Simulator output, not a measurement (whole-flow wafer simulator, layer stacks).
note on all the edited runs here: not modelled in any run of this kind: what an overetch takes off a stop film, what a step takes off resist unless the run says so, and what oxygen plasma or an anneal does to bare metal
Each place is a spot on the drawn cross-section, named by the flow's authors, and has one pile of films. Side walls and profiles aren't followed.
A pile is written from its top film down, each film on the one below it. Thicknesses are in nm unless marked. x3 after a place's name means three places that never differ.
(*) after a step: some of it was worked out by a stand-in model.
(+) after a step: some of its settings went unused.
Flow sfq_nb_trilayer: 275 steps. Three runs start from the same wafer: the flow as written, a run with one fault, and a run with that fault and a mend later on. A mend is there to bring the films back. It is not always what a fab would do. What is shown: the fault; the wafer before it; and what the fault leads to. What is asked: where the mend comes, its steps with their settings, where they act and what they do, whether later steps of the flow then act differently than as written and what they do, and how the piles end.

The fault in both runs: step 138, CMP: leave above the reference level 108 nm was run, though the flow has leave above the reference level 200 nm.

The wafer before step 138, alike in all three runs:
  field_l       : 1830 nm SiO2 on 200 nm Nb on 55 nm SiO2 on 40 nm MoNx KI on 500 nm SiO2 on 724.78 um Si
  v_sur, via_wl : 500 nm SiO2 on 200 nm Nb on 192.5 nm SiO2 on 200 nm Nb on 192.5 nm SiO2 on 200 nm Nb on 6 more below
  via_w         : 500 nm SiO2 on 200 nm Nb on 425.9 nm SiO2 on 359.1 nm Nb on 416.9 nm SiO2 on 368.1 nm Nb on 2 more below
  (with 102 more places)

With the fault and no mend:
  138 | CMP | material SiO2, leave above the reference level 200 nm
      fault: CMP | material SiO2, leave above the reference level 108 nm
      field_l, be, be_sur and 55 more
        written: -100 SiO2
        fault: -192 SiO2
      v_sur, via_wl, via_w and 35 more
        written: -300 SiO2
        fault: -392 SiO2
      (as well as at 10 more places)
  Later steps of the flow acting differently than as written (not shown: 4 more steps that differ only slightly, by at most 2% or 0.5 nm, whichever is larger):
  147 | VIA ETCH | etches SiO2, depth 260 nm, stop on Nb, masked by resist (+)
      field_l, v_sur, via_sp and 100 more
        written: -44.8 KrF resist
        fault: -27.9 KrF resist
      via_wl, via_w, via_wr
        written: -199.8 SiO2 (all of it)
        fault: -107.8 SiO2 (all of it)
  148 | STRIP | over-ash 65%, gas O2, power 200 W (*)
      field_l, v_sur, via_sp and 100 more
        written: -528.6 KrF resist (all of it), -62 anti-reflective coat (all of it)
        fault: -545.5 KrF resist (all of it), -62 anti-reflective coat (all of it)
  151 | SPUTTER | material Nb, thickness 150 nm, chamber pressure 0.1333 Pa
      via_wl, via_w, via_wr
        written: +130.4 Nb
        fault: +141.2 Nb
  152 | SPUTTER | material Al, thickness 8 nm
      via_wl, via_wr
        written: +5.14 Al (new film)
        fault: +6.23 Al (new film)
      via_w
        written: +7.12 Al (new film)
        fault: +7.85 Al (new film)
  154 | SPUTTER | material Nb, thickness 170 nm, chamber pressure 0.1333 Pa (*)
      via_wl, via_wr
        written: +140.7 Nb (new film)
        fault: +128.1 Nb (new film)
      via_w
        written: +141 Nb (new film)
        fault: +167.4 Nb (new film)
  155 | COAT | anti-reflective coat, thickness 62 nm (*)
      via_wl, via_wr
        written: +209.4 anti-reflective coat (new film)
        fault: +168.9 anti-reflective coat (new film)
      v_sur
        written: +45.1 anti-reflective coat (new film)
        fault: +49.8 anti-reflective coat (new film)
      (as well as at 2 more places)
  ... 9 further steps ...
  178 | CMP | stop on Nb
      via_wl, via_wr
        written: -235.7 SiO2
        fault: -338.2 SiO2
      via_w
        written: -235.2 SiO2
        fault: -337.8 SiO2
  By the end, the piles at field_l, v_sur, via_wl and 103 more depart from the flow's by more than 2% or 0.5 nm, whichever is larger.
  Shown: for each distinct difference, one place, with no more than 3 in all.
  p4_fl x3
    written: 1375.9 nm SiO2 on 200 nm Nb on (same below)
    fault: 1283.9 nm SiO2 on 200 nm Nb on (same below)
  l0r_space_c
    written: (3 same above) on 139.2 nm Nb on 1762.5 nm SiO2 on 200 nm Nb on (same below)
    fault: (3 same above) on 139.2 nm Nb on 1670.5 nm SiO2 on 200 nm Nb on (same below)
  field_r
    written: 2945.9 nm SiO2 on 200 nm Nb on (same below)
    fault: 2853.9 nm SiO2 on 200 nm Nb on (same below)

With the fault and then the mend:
  The mend stands after step 145.
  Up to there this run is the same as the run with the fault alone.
  145a | STRIP | over-ash 65%, gas O2, power 200 W (*)
      field_l, v_sur, via_sp and 100 more
        -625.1 KrF resist (all of it), -62 anti-reflective coat (all of it)
      via_wl, via_w, via_wr
        -62 anti-reflective coat (all of it)
  145b | PECVD | material SiO2, thickness 92 nm, 150 C, 20.44 s, RF power 183.3 W, pressure 2.4 Torr, precursor SiH4/N2O (the flow's step 137 again, with other settings)
      field_l, v_sur, via_wl and 103 more
        +92 SiO2
  145c | COAT | anti-reflective coat, thickness 62 nm (the flow's step 140 again)
      field_l, v_sur, via_wl and 103 more
        +62 anti-reflective coat (new film)
  145d | COAT | KrF resist, thickness 650 nm (the flow's step 141 again)
      field_l, v_sur, via_wl and 103 more
        +650 KrF resist (new film)
  145e | SOFTBAKE | KrF resist (the flow's step 142 again)
      leaves every film unchanged at each place that is followed
  145f | EXPOSE | photomask I4, dose 11.93 mJ/cm2, NA 0.6, wavelength 248 nm (*) (the flow's step 143 again)
      leaves every film unchanged at each place that is followed
  145g | PEB | KrF resist, 90 s (the flow's step 144 again)
      field_l, v_sur, via_wl and 103 more
        -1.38 KrF resist
  145h | DEVELOP | KrF resist, thickness 650 nm, 60 s (the flow's step 145 again)
      field_l, v_sur, via_sp and 100 more
        -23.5 KrF resist
      via_wl, via_w, via_wr
        -648.6 KrF resist (all of it)
  None of the later steps of the flow differs from how it acts as written, at any place that is followed, by more than 2% or 0.5 nm, whichever is larger.
  The piles end the same as the flow's at every place that both follow.
